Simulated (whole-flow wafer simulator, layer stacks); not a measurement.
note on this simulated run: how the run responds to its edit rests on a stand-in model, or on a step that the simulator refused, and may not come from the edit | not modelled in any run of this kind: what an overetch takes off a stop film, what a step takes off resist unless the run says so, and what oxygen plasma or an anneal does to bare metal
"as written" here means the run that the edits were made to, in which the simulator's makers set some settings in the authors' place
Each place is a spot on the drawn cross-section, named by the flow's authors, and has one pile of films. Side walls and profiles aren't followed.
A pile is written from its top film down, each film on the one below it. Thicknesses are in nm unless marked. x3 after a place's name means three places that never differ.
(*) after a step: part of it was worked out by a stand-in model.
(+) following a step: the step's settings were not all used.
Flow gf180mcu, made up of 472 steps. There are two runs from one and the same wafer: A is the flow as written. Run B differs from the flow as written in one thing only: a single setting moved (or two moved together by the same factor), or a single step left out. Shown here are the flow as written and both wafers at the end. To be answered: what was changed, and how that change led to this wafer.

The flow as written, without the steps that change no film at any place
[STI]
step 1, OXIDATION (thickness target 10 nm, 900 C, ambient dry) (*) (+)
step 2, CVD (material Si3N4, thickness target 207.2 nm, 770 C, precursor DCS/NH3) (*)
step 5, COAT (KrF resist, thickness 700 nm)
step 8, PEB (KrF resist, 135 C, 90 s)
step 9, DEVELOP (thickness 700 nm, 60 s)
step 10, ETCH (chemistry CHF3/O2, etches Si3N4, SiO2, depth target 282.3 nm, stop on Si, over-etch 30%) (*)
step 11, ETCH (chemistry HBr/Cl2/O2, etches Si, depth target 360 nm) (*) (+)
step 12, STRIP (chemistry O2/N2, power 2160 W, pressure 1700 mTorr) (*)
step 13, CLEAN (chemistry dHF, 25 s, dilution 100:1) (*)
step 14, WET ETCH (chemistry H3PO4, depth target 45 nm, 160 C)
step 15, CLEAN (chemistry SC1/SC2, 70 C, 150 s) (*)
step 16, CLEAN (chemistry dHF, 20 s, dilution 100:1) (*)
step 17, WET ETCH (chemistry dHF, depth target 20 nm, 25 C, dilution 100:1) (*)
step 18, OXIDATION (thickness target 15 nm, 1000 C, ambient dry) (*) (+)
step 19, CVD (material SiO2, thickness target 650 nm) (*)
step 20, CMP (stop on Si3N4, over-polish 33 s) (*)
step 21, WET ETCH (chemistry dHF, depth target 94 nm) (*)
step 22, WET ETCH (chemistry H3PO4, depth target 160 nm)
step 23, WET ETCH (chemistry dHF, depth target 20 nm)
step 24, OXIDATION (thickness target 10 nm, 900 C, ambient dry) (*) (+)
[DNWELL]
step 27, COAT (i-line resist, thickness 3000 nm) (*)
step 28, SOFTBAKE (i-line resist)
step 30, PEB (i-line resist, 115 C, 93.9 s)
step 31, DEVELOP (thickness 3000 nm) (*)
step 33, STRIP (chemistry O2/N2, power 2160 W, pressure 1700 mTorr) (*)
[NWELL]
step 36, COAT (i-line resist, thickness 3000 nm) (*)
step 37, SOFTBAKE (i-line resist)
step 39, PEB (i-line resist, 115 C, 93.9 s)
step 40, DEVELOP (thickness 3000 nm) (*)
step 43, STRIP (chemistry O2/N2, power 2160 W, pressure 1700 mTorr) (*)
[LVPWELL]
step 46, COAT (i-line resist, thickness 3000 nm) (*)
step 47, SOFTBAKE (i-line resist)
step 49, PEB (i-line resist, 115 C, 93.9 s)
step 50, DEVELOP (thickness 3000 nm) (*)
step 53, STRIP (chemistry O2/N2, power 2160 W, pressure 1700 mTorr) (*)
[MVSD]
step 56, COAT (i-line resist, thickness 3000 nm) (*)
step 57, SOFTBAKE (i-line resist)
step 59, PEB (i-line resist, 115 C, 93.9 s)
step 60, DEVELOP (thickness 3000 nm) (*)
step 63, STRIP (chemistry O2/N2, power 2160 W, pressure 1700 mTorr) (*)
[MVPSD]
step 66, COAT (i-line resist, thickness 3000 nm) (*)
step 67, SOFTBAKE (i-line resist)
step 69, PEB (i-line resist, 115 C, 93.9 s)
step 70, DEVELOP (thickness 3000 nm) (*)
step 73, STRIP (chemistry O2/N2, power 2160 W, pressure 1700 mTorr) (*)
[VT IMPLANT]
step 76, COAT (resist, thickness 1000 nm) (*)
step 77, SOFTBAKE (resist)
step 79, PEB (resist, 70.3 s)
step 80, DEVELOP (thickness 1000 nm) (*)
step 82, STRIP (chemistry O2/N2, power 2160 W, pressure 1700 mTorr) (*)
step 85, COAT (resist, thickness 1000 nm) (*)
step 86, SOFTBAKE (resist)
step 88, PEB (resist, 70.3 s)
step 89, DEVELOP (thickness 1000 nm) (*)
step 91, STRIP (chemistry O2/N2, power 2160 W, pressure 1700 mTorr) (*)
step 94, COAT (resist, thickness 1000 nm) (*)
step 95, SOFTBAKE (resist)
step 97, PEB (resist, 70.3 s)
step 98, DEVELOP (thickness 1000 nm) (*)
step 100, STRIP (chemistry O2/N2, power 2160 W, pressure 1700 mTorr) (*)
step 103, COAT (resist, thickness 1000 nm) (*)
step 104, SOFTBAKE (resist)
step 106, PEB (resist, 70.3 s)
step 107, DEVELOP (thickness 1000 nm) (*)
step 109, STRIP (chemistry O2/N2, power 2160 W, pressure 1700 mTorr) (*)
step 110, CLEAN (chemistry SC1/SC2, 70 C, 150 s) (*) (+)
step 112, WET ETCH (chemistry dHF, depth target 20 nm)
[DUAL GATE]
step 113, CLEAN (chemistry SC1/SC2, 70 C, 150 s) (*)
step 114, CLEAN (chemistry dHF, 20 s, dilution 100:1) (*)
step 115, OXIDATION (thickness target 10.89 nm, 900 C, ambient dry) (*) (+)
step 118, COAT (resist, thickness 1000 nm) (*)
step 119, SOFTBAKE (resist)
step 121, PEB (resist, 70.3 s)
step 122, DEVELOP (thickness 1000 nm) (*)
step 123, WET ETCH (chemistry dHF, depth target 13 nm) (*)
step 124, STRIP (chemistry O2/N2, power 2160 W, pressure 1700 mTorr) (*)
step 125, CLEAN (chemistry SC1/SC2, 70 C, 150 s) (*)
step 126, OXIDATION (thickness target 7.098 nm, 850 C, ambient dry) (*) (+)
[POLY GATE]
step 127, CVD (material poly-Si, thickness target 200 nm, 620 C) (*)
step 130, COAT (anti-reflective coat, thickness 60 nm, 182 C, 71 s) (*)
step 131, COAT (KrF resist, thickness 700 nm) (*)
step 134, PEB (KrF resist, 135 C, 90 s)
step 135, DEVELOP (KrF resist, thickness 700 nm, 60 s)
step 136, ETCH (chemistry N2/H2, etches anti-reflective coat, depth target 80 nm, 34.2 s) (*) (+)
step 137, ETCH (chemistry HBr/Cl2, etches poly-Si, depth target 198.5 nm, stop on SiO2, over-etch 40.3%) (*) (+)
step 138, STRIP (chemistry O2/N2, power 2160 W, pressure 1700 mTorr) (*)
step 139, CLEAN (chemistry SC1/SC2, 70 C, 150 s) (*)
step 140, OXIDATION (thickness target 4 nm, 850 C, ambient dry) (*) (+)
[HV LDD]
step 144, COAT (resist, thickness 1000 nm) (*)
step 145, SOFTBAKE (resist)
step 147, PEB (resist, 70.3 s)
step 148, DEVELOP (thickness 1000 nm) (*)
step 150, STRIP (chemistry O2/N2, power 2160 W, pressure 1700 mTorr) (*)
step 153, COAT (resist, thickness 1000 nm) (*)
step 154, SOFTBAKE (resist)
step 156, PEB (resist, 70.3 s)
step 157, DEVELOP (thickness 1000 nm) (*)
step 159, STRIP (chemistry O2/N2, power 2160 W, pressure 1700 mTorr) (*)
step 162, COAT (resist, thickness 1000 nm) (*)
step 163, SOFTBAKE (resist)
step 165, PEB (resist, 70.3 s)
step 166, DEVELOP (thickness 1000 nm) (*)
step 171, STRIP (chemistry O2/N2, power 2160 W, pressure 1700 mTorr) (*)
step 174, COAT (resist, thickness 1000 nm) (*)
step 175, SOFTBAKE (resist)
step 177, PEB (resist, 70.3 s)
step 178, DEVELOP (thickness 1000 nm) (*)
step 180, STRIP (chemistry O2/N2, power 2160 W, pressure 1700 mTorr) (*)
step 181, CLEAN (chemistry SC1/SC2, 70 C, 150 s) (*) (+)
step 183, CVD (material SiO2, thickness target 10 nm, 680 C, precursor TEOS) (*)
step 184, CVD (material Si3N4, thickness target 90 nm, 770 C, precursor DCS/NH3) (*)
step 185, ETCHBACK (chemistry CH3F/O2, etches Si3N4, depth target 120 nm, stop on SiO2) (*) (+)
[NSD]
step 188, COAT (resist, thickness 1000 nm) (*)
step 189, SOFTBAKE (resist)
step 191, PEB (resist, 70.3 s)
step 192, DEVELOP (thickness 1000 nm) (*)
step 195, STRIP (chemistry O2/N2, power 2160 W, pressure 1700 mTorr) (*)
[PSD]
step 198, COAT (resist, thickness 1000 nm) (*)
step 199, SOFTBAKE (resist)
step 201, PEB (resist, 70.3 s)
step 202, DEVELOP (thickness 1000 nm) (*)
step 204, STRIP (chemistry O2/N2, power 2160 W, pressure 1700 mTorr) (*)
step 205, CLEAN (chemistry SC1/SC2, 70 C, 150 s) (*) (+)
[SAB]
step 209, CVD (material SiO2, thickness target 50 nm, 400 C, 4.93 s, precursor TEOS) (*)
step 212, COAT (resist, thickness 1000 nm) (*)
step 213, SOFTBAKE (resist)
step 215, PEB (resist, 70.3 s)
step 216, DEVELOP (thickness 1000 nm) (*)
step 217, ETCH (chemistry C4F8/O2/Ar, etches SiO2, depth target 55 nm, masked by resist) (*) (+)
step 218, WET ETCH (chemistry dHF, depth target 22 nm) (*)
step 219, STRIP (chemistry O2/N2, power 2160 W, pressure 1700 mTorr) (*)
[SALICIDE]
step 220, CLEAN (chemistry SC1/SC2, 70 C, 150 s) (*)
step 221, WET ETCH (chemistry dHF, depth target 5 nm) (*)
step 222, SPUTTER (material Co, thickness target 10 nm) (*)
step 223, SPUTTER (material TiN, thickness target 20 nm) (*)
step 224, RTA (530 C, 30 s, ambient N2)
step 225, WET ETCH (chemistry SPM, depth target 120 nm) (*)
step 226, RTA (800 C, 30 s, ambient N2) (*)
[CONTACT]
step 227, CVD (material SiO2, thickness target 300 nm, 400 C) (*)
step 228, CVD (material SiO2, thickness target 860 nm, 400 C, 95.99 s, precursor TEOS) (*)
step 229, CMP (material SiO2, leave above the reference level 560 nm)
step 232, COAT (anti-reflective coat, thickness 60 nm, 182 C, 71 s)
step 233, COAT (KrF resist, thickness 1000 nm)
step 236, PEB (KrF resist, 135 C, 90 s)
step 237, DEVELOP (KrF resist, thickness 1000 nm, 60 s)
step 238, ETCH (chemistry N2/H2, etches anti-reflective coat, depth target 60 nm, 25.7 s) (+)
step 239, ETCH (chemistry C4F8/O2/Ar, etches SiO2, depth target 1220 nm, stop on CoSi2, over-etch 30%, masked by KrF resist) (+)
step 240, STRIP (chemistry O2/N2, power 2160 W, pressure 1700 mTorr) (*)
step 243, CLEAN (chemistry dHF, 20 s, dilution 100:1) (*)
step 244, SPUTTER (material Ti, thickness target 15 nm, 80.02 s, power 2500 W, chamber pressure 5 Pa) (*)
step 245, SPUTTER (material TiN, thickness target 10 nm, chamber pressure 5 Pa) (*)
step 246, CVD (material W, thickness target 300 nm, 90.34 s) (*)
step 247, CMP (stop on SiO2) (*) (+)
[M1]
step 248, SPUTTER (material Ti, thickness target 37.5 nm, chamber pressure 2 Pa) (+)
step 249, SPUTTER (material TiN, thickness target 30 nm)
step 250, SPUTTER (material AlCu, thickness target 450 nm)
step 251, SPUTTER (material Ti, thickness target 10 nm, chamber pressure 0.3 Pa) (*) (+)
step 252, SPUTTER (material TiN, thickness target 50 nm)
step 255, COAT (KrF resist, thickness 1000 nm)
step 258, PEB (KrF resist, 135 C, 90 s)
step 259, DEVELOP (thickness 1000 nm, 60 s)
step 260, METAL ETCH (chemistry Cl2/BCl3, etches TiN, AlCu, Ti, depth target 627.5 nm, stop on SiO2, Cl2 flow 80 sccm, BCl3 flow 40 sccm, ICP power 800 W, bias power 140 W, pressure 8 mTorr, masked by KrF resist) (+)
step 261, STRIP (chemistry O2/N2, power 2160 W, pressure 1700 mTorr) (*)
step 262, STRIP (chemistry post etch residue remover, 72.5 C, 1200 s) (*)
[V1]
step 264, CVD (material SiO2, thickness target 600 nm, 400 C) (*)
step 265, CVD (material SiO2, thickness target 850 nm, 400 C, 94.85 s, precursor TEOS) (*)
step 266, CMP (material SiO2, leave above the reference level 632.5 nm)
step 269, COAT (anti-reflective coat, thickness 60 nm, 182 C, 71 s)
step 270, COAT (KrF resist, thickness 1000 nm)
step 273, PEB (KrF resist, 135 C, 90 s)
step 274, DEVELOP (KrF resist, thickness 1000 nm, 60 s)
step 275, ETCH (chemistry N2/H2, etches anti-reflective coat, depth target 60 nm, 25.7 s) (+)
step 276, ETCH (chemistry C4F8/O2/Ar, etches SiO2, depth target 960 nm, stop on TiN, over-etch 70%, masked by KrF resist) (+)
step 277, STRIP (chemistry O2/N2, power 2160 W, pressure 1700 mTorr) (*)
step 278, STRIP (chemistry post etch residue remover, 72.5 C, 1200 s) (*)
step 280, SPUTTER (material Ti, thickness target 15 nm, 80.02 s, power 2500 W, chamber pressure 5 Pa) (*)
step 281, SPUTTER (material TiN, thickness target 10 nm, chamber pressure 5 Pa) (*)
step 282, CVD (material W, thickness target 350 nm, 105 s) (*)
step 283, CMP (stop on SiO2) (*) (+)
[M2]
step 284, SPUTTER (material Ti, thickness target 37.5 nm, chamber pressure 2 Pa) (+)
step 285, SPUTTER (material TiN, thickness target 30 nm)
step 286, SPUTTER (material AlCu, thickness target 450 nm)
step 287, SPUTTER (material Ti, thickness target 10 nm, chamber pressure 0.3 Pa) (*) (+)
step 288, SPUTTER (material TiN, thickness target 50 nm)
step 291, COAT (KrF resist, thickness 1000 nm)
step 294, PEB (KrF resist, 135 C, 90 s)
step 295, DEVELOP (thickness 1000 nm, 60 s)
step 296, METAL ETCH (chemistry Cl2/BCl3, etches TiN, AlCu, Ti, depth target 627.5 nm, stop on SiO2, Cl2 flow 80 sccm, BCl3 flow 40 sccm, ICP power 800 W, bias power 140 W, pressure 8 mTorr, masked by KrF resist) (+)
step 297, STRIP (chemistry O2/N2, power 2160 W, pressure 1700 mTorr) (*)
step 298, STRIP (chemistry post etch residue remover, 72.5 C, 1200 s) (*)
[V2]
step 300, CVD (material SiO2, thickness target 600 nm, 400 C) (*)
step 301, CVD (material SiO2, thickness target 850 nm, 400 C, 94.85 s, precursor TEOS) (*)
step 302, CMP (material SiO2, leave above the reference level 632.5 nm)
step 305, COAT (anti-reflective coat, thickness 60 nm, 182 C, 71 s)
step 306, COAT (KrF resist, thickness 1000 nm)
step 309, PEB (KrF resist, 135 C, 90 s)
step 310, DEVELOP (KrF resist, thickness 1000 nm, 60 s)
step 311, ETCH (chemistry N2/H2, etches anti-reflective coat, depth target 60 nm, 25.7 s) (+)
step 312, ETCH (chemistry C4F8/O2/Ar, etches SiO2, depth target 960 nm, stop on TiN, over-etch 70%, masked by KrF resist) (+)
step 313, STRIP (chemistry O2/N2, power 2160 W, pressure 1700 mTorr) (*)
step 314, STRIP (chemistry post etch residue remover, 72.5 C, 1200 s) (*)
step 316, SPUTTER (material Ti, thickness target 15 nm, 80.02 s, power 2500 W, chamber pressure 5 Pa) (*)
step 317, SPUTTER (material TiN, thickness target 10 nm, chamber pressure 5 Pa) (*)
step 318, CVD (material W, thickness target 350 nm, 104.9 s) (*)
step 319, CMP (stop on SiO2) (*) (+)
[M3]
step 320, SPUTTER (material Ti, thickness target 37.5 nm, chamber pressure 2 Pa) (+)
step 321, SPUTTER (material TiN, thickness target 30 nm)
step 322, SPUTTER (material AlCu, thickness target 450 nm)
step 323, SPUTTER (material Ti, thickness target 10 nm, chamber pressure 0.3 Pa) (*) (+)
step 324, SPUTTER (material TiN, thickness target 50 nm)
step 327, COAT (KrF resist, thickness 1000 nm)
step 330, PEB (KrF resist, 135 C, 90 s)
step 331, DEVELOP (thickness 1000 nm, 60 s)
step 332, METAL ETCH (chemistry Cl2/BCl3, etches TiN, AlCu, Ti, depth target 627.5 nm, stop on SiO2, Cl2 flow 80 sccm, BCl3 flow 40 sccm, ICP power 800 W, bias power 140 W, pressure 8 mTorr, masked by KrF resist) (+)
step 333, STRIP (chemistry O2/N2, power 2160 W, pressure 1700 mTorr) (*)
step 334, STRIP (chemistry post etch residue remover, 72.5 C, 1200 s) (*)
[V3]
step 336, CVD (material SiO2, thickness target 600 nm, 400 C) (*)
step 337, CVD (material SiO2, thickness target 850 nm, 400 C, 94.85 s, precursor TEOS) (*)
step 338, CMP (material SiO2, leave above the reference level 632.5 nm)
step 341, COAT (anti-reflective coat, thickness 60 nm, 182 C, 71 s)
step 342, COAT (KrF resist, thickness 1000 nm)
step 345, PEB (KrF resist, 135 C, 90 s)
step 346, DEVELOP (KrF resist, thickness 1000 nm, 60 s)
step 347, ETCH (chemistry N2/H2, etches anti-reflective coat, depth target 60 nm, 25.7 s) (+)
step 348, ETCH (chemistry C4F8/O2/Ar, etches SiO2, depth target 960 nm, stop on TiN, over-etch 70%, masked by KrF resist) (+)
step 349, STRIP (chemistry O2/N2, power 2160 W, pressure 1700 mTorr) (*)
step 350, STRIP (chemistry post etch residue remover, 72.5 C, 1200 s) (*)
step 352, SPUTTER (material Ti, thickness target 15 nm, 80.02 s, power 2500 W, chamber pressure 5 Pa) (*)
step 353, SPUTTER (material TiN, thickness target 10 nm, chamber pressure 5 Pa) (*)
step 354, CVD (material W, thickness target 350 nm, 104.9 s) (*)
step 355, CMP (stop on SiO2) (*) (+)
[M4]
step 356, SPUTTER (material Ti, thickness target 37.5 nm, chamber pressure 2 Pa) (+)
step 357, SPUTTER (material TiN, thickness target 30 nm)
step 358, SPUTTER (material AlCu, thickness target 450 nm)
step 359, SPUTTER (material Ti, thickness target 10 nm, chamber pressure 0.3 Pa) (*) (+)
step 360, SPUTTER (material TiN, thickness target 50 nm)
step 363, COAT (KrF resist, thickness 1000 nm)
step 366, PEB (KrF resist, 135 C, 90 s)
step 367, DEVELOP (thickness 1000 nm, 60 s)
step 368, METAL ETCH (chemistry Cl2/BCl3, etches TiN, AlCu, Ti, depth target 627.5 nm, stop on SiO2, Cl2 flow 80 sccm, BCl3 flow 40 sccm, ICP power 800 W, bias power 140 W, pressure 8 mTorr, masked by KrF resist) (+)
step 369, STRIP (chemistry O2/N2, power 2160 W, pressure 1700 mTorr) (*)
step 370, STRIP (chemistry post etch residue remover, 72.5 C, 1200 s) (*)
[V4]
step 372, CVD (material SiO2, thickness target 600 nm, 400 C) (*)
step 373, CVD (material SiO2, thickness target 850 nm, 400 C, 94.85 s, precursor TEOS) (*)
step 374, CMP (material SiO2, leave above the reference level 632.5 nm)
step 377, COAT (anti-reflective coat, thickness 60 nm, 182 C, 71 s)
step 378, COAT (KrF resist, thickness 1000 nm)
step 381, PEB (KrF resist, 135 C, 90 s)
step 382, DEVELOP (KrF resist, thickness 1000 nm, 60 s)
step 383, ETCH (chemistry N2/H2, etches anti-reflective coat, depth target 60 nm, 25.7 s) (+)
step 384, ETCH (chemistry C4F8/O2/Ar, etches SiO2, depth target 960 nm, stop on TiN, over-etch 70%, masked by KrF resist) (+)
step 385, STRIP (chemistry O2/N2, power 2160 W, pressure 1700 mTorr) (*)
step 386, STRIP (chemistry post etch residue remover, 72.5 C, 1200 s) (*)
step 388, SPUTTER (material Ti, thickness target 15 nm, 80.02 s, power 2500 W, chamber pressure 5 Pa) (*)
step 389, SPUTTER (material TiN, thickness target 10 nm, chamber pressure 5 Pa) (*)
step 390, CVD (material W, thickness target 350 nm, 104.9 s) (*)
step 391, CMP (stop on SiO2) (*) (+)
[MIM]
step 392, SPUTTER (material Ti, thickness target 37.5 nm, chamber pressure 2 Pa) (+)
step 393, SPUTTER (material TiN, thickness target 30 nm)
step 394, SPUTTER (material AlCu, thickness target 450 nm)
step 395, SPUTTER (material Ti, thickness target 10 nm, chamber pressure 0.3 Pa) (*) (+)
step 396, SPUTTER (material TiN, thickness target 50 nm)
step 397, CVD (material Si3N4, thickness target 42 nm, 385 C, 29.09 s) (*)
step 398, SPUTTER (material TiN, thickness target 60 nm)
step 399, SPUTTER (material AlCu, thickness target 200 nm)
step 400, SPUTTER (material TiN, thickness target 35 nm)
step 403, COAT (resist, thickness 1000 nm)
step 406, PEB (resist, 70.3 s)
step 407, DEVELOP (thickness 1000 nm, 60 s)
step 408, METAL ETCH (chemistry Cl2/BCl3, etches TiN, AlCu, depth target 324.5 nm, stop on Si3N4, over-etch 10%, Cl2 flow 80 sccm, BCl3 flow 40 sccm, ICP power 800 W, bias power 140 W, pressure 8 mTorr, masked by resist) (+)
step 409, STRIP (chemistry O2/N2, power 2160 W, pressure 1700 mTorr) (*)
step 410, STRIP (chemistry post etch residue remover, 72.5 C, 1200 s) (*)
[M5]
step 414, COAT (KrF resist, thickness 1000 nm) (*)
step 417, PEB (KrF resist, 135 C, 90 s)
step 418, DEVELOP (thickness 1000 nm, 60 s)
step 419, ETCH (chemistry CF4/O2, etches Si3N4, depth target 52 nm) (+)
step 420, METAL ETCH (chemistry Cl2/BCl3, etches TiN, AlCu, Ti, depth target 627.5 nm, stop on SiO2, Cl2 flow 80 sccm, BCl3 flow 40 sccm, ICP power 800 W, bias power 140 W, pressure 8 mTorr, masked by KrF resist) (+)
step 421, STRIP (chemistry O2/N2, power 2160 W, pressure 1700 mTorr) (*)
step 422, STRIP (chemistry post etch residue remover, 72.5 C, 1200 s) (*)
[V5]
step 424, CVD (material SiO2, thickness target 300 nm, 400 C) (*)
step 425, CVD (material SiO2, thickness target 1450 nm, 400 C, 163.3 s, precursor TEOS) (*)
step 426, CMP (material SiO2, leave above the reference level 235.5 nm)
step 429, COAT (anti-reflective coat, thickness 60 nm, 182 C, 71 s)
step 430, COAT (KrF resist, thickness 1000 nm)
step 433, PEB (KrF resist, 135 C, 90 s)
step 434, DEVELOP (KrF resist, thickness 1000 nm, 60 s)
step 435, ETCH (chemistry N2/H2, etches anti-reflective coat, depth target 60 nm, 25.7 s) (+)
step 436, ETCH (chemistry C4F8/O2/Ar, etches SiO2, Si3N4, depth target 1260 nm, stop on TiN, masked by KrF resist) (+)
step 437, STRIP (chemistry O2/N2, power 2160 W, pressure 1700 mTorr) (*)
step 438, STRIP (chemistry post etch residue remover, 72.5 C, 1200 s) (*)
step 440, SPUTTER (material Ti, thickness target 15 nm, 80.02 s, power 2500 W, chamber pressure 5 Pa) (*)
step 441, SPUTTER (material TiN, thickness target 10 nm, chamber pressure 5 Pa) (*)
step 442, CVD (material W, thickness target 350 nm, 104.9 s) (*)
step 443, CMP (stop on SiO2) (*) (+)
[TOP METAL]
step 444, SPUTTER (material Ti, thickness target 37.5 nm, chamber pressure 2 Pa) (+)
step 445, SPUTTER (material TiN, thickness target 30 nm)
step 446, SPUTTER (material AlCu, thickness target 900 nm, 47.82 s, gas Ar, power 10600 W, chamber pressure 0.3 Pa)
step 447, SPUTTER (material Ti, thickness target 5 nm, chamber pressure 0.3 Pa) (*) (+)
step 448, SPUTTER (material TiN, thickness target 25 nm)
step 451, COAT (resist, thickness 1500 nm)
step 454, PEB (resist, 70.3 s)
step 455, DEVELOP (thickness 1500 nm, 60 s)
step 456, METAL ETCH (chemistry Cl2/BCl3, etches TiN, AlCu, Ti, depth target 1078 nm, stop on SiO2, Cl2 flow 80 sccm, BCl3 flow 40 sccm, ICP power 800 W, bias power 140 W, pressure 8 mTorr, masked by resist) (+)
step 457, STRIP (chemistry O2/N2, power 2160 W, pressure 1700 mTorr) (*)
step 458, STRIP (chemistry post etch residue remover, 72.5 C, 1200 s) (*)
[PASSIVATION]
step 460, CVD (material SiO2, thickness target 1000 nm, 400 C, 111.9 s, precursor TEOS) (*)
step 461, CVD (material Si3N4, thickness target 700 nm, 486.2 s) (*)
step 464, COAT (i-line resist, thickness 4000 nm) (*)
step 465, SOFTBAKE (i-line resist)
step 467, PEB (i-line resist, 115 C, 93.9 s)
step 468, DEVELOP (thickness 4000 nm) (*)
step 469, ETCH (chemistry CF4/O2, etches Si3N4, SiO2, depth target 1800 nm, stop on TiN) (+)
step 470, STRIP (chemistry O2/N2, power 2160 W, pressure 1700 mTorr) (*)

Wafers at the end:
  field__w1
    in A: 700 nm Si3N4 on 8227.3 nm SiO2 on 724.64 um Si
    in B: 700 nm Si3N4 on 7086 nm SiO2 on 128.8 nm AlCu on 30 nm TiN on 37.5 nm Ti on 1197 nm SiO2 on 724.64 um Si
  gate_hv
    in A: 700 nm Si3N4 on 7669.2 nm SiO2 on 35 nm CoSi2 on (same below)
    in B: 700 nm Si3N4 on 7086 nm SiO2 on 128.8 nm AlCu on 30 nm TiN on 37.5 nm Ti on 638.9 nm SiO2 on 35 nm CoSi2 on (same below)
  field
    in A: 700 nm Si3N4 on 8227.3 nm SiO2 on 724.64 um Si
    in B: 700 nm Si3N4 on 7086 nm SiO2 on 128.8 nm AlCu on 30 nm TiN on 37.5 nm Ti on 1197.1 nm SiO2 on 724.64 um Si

Cause: step 250, SPUTTER: thickness target 702 nm was run, while the flow as written has thickness target 450 nm.

How this came from the change, step by step:
  step 250, SPUTTER (material AlCu, thickness target 450 nm)
      field, field__w1, field__w2 and 108 more: A AlCu gains 450 (new film) | B AlCu gains 702 (new film)
  step 260, METAL ETCH (chemistry Cl2/BCl3, etches TiN, AlCu, Ti, depth target 627.5 nm, stop on SiO2, Cl2 flow 80 sccm, BCl3 flow 40 sccm, ICP power 800 W, bias power 140 W, pressure 8 mTorr, masked by KrF resist) (+)
      field, field__w1, field__w2 and 99 more: A TiN loses 50 (all of it), Ti loses 10 (all of it), AlCu loses 450 (all of it), TiN loses 30 (all of it), Ti loses 37.5 (all of it) | B TiN loses 50 (all of it), Ti loses 10 (all of it), AlCu loses 567.5
  step 262, STRIP (chemistry post etch residue remover, 72.5 C, 1200 s) (*)
      field, field__w1, field__w2 and 99 more: A nothing | B AlCu loses 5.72
  step 264, CVD (material SiO2, thickness target 600 nm, 400 C) (*)
      field, field__w1, field__w2 and 99 more: A SiO2 gains 600 | B SiO2 gains 600 (new film)
  step 266, CMP (material SiO2, leave above the reference level 632.5 nm)
      field, field__w1, field__w2 and 99 more: A SiO2 loses 300 | B SiO2 loses 244.3
Taking metal films that touch as one body, field__w1 has 1 body; the flow as written gives 0 bodies.
Taking metal films that touch as one body, gate_hv has 2 bodies (between them, from the top down: SiO2 638.9); the flow as written gives 1 body.
Taking metal films that touch as one body, field has 1 body; the flow as written gives 0 bodies.
